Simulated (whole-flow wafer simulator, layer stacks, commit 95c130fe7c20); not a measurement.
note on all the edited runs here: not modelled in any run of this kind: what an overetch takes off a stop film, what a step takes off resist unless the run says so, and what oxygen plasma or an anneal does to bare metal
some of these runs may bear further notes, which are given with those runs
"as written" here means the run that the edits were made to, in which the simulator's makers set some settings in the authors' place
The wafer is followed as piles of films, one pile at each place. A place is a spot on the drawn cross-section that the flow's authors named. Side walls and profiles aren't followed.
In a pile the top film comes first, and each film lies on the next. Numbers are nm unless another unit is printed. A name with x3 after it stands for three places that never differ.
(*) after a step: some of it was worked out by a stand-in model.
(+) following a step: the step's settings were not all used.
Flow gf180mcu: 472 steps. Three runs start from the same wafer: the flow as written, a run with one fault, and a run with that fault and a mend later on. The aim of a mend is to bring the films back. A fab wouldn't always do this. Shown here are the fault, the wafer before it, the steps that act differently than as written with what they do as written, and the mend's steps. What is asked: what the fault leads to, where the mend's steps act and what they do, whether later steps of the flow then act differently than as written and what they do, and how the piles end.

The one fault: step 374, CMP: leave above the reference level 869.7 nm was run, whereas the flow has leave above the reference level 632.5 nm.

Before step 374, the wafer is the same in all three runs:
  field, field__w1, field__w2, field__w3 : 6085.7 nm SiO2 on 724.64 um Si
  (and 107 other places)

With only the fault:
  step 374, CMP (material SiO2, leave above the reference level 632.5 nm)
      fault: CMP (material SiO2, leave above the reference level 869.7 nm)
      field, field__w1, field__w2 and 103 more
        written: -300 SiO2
        fault: -62.8 SiO2
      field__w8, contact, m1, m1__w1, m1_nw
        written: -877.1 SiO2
        fault: -639.9 SiO2
  Later steps of the flow acting differently than as written:
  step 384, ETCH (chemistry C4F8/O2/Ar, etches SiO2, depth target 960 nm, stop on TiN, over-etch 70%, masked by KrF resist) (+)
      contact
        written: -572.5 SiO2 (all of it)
        fault: -809.7 SiO2 (all of it)
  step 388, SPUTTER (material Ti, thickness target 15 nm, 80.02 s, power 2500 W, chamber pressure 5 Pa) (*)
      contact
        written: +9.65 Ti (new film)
        fault: +8.41 Ti (new film)
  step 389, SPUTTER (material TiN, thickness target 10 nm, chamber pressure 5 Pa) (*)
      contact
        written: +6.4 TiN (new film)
        fault: +5.57 TiN (new film)
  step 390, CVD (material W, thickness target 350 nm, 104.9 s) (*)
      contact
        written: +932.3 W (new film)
        fault: +1171.6 W (new film)
  At field, field__w1, field__w2 and 109 more, the piles at the end differ from the flow's by more than 2% or 0.5 nm, whichever is larger.
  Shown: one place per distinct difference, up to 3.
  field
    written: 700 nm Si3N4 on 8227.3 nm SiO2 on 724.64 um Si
    fault: 700 nm Si3N4 on 8464.5 nm SiO2 on 724.64 um Si
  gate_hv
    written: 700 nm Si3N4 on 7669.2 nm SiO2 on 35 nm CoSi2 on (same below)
    fault: 700 nm Si3N4 on 7906.4 nm SiO2 on 35 nm CoSi2 on (same below)
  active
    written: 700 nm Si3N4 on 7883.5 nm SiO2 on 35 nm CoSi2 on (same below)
    fault: 700 nm Si3N4 on 8120.7 nm SiO2 on 35 nm CoSi2 on (same below)

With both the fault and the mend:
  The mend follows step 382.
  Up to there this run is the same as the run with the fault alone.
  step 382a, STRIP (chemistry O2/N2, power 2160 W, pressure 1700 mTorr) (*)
      field, field__w1, field__w2 and 107 more
        -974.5 KrF resist (all of it), -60 anti-reflective coat (all of it)
      contact
        -60 anti-reflective coat (all of it)
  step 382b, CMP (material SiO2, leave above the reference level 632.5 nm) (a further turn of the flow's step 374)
      field, field__w1, field__w2 and 108 more
        -237.2 SiO2
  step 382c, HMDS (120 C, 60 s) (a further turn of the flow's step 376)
      alters no film at any place that is followed
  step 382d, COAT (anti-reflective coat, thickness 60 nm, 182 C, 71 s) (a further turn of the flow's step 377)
      field, field__w1, field__w2 and 108 more
        +60 anti-reflective coat (new film)
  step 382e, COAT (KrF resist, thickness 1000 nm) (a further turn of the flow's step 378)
      field, field__w1, field__w2 and 108 more
        +1000 KrF resist (new film)
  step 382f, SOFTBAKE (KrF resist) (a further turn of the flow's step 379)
      alters no film at any place that is followed
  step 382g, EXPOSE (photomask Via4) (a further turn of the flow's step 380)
      alters no film at any place that is followed
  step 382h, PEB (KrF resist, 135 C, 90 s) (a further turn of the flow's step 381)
      field, field__w1, field__w2 and 108 more
        -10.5 KrF resist
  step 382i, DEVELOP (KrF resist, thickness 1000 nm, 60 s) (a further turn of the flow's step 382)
      field, field__w1, field__w2 and 107 more
        -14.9 KrF resist
      contact
        -989.5 KrF resist (all of it)
  None of the later steps of the flow acts differently than as written at any place that is followed.
  At every place that both follow, the piles at the end match the flow's.
